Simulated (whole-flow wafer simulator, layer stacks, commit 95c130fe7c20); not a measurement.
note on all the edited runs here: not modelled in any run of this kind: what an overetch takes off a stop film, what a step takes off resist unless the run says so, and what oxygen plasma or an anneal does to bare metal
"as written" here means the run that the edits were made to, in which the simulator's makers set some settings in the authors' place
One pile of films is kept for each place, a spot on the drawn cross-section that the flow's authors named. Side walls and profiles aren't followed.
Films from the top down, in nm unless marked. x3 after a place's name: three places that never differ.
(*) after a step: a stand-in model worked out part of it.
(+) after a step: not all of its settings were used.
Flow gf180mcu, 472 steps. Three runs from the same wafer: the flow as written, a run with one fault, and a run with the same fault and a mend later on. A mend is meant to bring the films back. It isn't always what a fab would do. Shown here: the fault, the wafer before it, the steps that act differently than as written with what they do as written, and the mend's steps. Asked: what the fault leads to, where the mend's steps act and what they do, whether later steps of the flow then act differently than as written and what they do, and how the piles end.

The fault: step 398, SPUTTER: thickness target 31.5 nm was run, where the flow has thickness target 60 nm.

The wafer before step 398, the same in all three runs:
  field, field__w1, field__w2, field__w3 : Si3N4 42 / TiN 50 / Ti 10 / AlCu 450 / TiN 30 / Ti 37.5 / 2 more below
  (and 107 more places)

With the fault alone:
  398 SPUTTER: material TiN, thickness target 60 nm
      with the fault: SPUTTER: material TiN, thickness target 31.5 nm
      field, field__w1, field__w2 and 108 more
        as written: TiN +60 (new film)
        with the fault: TiN +31.5 (new film)
  Later steps of the flow that act differently than as written (5 more steps differ only slightly, by at most 2% or 0.5 nm, whichever is larger, and aren't shown):
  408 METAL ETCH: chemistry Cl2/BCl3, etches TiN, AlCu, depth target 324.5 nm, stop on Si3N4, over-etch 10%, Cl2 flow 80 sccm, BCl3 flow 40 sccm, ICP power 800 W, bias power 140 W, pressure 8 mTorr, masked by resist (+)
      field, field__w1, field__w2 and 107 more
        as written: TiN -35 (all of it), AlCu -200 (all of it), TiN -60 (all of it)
        with the fault: TiN -35 (all of it), AlCu -200 (all of it), TiN -31.5 (all of it)
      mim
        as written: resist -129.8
        with the fault: resist -117.3
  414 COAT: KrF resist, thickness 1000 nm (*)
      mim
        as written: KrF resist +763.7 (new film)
        with the fault: KrF resist +785.5 (new film)
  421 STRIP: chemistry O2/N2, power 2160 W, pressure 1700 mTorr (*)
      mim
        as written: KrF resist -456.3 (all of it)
        with the fault: KrF resist -477.7 (all of it)
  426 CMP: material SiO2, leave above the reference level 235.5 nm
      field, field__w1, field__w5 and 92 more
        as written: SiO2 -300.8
        with the fault: SiO2 -329.3
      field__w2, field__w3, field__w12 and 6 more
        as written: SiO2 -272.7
        with the fault: SiO2 -301.2
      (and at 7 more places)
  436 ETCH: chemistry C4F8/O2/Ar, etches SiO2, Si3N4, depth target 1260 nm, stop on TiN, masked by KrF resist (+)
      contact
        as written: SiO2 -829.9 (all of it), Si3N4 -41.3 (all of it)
        with the fault: SiO2 -801.4 (all of it), Si3N4 -41.3 (all of it)
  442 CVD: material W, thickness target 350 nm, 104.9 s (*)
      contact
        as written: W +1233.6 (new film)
        with the fault: W +1204.9 (new film)
  At the end the piles differ from the flow's by more than 2% or 0.5 nm, whichever is larger, at field__w8, contact, m1, m1__w1, mim, m1_nw.
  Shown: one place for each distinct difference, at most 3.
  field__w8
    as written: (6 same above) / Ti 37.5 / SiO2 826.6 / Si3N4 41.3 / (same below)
    with the fault: (6 same above) / Ti 37.5 / SiO2 798.1 / Si3N4 41.3 / (same below)
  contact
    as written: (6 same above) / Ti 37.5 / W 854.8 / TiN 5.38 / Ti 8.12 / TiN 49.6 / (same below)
    with the fault: (6 same above) / Ti 37.5 / W 826.1 / TiN 5.47 / Ti 8.25 / TiN 49.6 / (same below)
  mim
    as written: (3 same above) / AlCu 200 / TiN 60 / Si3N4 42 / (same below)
    with the fault: (3 same above) / AlCu 200 / TiN 31.5 / Si3N4 42 / (same below)

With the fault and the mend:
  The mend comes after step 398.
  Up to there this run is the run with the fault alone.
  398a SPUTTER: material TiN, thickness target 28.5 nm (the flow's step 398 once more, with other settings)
      field, field__w1, field__w2 and 108 more
        TiN +28.5
  No later step of the flow acts differently than as written at any place that is followed.
  At the end the piles are the same as the flow's at every place that both follow.
